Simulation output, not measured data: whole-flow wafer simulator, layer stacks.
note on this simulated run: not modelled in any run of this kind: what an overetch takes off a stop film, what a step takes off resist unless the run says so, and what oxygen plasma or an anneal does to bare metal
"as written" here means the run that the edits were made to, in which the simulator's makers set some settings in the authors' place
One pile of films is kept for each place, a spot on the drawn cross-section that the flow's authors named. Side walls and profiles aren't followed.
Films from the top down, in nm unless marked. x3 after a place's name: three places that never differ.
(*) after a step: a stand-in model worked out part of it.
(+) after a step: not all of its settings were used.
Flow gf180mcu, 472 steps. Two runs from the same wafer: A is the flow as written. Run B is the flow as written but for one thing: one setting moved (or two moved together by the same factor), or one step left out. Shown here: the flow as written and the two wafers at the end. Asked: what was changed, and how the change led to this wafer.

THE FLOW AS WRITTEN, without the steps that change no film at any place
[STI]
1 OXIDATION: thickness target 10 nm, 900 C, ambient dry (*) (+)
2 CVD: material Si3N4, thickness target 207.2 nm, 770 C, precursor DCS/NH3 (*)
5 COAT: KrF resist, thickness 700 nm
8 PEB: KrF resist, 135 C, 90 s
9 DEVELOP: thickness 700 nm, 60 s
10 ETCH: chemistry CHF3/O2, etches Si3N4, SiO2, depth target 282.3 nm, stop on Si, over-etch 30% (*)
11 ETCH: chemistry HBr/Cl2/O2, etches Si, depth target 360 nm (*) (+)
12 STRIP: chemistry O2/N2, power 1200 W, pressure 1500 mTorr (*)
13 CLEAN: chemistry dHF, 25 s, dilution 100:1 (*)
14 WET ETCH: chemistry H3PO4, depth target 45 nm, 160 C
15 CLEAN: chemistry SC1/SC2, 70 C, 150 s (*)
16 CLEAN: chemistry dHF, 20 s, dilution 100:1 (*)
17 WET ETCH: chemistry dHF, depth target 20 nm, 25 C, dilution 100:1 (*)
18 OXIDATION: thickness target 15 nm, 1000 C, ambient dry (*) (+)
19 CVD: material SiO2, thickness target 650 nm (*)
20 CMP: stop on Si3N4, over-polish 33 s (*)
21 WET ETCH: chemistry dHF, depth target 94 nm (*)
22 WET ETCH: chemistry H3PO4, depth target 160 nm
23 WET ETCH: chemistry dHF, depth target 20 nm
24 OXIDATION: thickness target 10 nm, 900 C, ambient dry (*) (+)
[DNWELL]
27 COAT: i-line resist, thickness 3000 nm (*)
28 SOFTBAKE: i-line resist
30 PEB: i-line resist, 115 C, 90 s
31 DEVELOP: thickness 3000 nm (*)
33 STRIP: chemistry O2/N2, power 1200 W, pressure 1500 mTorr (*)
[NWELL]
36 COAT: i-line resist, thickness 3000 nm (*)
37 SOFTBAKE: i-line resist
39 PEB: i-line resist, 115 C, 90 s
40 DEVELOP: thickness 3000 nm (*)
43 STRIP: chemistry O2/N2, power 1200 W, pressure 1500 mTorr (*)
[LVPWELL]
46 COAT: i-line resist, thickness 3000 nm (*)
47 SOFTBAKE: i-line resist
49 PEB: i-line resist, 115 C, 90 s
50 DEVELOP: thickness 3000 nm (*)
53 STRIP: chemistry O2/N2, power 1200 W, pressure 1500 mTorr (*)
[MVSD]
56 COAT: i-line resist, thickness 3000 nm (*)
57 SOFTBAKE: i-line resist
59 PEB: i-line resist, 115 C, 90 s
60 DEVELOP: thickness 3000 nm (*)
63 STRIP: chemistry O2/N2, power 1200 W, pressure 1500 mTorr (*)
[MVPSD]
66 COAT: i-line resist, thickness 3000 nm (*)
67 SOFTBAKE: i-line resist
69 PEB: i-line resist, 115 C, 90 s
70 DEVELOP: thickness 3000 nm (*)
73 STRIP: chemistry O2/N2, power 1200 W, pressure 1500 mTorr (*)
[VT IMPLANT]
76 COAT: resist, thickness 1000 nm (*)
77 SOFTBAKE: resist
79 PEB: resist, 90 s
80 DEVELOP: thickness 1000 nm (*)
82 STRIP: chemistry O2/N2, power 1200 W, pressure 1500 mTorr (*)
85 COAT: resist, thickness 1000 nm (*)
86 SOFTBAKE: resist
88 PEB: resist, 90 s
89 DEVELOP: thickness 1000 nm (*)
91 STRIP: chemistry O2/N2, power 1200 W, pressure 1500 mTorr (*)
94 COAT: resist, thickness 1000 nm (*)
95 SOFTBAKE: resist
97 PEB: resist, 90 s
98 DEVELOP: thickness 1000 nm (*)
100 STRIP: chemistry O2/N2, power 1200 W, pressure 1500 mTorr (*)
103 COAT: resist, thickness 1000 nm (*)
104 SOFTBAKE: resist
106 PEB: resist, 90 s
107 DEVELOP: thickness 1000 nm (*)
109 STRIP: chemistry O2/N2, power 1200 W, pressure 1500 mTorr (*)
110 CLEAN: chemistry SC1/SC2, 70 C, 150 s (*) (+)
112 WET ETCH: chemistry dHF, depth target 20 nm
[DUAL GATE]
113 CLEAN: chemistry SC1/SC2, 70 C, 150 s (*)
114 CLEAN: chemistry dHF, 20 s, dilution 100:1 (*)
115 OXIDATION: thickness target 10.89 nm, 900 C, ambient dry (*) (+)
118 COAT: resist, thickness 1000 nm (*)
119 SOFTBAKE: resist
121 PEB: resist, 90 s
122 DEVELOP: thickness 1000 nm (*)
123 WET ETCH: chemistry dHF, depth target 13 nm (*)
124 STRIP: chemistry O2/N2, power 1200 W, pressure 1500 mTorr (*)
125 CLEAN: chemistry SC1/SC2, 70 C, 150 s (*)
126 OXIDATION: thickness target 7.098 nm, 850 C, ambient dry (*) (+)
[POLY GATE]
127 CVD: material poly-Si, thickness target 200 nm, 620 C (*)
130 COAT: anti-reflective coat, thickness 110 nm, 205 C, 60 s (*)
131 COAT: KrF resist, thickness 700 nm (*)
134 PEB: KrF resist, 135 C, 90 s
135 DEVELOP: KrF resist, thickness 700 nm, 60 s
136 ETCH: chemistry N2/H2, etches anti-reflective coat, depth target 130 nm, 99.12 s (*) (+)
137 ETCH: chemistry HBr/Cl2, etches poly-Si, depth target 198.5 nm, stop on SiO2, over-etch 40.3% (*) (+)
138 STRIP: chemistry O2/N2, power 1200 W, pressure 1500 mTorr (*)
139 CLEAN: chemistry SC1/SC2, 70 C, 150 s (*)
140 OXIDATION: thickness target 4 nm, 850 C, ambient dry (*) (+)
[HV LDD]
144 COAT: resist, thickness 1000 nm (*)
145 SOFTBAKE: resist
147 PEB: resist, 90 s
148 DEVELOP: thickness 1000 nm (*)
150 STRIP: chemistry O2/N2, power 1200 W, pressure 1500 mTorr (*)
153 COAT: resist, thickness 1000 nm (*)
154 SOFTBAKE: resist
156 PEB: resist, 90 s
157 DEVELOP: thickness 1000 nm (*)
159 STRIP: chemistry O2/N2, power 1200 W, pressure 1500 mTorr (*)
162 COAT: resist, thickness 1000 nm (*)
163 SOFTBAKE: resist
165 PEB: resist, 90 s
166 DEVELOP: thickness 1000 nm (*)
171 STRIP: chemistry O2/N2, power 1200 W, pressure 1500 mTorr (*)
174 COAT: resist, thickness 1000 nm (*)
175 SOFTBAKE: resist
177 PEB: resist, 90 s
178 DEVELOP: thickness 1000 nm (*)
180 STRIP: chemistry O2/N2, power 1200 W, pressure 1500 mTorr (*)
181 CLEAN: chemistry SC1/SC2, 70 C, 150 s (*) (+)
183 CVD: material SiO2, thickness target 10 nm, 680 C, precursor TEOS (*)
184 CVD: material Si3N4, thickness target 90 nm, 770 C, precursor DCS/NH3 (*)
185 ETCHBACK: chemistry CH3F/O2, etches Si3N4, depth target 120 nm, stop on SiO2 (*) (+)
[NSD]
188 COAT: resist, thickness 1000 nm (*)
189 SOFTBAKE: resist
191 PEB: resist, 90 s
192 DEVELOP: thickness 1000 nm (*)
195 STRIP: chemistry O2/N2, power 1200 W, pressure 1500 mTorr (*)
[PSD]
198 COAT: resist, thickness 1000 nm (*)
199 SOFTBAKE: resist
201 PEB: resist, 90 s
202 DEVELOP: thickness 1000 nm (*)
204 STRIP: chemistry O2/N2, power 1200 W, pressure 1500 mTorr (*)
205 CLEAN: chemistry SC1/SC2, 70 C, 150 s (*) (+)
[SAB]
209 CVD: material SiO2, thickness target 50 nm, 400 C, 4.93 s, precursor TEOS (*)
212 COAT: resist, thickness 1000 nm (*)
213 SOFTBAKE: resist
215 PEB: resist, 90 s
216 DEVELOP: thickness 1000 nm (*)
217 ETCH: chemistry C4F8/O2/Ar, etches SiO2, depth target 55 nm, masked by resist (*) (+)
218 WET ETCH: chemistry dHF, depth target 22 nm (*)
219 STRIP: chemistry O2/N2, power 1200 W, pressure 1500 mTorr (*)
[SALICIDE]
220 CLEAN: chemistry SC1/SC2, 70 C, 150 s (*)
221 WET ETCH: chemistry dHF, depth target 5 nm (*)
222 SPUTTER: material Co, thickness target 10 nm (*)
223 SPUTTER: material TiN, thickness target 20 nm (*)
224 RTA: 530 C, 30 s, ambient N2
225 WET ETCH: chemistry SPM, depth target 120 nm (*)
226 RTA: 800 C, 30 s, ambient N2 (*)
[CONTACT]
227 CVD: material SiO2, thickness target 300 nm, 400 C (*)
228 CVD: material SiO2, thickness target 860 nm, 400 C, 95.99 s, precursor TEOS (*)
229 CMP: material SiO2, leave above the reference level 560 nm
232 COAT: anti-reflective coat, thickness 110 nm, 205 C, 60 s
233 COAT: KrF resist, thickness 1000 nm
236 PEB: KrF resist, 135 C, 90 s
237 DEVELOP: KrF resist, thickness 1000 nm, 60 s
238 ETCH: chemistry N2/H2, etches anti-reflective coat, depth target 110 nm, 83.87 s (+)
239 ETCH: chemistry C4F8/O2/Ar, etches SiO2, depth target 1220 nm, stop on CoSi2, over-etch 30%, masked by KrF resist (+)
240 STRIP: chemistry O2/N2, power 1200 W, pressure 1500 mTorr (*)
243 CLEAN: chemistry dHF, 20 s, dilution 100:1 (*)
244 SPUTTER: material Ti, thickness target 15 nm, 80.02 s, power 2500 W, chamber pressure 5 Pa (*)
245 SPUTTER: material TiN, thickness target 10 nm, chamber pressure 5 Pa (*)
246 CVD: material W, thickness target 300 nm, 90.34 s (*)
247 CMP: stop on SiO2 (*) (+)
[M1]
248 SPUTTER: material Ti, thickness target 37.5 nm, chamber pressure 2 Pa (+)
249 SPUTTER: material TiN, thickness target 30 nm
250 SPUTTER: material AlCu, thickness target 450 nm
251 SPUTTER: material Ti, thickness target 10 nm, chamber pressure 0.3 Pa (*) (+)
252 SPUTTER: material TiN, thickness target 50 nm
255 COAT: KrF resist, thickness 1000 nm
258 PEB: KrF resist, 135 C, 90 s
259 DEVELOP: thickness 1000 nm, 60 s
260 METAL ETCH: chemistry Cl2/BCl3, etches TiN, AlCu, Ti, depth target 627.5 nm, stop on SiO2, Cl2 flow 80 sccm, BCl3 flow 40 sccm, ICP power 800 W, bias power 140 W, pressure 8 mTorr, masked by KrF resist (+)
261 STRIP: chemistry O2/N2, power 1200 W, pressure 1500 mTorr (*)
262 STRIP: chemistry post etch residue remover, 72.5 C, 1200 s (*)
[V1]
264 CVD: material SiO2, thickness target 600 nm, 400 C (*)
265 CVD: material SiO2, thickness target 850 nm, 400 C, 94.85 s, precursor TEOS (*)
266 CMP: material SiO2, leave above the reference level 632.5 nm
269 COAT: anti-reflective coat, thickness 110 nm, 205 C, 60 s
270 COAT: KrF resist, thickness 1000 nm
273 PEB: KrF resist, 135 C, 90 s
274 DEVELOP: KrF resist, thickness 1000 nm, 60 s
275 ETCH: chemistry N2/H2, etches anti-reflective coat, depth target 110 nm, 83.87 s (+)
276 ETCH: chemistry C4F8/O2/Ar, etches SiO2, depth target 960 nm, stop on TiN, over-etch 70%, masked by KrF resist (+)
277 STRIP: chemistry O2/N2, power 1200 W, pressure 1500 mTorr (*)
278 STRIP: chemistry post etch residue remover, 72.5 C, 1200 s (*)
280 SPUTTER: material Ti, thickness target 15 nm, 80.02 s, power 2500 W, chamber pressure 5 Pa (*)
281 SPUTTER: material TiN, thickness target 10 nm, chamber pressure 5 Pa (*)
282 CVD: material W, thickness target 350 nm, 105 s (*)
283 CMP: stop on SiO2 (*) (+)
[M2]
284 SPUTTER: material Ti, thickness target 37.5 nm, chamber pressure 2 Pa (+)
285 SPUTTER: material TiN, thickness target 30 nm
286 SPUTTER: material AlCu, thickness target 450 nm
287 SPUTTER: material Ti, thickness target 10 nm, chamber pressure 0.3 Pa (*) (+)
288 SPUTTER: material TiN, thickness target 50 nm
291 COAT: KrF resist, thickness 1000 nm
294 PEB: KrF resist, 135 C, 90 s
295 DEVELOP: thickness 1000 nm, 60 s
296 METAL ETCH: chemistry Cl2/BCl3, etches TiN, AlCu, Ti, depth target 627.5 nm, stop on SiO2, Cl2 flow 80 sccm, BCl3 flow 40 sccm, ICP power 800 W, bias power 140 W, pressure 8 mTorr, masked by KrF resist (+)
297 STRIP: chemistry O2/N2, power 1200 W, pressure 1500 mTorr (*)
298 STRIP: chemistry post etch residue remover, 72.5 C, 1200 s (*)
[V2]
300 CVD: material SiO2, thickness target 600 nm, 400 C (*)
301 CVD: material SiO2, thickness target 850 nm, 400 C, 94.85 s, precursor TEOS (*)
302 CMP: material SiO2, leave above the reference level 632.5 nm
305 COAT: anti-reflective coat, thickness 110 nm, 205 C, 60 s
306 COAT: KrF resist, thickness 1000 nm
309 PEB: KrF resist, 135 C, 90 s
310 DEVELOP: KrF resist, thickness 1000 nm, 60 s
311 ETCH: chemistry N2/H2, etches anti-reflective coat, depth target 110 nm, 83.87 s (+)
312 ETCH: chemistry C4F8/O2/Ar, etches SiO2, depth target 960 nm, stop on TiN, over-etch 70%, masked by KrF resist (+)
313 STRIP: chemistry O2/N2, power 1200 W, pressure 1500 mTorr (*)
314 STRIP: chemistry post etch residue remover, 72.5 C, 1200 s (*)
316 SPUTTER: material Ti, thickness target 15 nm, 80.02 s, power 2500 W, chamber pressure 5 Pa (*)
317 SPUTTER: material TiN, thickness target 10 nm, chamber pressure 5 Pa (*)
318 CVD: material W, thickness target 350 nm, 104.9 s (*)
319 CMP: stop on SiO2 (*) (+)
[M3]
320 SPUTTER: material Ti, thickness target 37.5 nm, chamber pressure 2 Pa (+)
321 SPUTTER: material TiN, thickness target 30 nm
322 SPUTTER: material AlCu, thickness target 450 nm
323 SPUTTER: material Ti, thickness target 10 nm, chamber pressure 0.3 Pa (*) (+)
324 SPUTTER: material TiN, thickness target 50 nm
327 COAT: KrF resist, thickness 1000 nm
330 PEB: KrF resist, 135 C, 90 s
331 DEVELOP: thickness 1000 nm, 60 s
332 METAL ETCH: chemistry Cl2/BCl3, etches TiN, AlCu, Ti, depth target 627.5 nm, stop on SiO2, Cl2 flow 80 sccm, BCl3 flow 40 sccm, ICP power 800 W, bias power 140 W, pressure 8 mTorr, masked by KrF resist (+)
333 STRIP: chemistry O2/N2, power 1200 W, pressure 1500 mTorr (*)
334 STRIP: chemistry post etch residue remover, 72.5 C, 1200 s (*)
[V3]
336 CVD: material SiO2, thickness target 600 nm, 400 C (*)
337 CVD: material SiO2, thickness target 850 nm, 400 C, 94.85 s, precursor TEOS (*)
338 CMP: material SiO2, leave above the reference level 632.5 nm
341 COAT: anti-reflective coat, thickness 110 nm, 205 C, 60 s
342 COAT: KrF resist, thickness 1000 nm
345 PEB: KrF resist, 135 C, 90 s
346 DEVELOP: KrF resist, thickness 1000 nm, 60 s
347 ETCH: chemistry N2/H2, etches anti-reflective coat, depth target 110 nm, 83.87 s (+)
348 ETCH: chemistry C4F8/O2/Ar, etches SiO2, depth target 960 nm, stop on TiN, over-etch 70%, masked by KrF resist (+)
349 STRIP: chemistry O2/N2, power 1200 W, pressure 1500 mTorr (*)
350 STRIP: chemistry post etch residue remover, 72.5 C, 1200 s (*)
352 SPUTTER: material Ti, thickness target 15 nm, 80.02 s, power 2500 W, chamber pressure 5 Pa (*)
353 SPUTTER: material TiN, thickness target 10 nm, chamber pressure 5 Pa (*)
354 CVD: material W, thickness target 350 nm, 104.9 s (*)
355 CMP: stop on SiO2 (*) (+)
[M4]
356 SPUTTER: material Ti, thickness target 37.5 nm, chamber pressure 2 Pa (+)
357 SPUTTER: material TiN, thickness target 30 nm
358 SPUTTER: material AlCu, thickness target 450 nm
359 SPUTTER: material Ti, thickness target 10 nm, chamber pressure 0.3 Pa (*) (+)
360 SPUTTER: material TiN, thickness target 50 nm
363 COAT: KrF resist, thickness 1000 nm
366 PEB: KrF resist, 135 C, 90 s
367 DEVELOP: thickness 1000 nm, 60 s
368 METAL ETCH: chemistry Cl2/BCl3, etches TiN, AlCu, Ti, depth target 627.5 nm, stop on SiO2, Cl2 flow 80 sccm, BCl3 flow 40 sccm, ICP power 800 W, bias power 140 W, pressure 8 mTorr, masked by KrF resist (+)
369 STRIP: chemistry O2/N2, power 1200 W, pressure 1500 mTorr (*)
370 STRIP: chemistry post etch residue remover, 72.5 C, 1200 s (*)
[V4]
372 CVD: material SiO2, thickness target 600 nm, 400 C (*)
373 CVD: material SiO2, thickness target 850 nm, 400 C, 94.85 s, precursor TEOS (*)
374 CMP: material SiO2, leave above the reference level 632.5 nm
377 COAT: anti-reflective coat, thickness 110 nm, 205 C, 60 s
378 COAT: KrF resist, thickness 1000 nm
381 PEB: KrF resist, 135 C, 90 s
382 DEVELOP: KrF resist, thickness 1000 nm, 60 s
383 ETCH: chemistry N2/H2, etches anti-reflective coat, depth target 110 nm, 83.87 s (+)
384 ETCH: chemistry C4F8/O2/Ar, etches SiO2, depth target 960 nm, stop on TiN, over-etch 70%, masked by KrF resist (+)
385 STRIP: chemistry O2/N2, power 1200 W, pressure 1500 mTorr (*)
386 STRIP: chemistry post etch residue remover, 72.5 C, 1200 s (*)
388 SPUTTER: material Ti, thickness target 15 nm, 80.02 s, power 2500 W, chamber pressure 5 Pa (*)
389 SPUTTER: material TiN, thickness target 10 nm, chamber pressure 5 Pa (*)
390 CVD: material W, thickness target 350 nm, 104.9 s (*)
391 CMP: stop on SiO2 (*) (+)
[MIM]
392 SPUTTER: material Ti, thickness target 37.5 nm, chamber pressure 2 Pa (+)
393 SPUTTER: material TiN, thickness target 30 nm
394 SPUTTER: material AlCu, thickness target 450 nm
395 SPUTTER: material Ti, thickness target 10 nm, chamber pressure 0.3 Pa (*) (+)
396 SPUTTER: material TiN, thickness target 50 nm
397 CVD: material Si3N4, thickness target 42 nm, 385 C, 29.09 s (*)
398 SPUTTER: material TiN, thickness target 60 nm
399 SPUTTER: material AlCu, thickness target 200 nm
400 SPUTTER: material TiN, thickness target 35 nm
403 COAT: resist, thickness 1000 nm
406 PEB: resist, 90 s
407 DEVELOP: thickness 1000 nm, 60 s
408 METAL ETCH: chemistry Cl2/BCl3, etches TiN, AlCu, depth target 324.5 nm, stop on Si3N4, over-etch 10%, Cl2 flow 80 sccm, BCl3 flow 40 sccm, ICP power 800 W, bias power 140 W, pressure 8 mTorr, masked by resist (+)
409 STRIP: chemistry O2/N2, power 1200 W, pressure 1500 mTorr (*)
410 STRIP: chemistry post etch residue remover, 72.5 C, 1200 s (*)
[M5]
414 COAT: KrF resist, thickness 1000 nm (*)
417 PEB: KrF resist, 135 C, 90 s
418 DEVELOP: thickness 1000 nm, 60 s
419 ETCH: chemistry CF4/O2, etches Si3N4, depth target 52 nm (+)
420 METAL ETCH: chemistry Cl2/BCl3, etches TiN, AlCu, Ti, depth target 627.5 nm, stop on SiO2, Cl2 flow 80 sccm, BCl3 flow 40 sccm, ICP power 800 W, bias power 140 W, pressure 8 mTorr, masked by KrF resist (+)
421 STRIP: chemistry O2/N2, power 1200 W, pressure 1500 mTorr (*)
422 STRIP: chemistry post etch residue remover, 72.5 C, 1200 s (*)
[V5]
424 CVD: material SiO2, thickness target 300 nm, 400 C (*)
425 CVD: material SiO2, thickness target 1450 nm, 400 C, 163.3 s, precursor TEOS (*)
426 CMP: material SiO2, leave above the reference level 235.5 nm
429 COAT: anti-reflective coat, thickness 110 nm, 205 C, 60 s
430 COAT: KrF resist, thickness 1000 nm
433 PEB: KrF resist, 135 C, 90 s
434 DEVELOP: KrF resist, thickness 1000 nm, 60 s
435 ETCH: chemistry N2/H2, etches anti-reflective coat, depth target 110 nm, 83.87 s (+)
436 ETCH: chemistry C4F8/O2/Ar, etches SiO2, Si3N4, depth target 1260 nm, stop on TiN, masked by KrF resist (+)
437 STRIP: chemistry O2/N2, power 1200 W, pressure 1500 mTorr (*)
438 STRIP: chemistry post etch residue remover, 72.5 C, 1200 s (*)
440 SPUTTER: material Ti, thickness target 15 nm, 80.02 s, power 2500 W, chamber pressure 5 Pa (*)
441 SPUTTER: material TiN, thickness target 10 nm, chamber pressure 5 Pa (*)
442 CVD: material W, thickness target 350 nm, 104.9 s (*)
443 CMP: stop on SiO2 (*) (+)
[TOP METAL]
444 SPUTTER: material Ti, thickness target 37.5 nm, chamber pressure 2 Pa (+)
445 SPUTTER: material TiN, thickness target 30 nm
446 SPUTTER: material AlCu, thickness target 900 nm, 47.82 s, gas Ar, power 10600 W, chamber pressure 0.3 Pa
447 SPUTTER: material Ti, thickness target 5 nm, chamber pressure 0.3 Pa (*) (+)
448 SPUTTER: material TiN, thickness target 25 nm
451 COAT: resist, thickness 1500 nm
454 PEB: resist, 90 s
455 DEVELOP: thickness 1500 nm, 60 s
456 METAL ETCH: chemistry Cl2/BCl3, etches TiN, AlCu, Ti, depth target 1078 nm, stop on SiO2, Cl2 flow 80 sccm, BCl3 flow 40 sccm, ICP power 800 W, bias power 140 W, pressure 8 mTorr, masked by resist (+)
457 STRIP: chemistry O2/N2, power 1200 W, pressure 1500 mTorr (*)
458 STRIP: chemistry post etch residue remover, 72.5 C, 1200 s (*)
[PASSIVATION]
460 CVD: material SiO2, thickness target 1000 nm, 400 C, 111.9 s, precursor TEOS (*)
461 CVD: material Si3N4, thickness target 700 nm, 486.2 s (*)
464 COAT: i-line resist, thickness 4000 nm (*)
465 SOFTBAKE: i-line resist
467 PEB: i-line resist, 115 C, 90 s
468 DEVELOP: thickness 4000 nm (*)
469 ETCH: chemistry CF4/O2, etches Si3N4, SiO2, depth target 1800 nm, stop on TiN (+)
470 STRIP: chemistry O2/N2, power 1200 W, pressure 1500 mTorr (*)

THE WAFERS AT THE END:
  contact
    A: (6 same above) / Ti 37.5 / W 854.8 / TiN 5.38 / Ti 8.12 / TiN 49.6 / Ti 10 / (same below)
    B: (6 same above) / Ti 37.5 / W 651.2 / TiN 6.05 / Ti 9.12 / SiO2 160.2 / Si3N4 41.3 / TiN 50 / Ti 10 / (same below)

The cause: step 436, ETCH: depth target 669.3 nm was run, where the flow has depth target 1260 nm.

How the change led to this, step by step:
  436 ETCH: chemistry C4F8/O2/Ar, etches SiO2, Si3N4, depth target 1260 nm, stop on TiN, masked by KrF resist (+)
      contact: A SiO2 -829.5 (all of it), Si3N4 -41.3 (all of it) | B SiO2 -669.3
      field, field__w1, field__w2 and 108 more: A KrF resist -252 | B KrF resist -133.9
  437 STRIP: chemistry O2/N2, power 1200 W, pressure 1500 mTorr (*)
      field, field__w1, field__w2 and 108 more: A KrF resist -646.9 (all of it), anti-reflective coat -110 (all of it) | B KrF resist -765.1 (all of it), anti-reflective coat -110 (all of it)
  440 SPUTTER: material Ti, thickness target 15 nm, 80.02 s, power 2500 W, chamber pressure 5 Pa (*)
      contact: A Ti +8.12 (new film) | B Ti +9.12 (new film)
  441 SPUTTER: material TiN, thickness target 10 nm, chamber pressure 5 Pa (*)
      contact: A TiN +5.38 (new film) | B TiN +6.05 (new film)
  442 CVD: material W, thickness target 350 nm, 104.9 s (*)
      contact: A W +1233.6 (new film) | B W +1030 (new film)
Counting metal films that touch as one body, contact has 2 bodies (between them, from the top down: SiO2 160.2 / Si3N4 41.3); the flow as written gives 1 body.
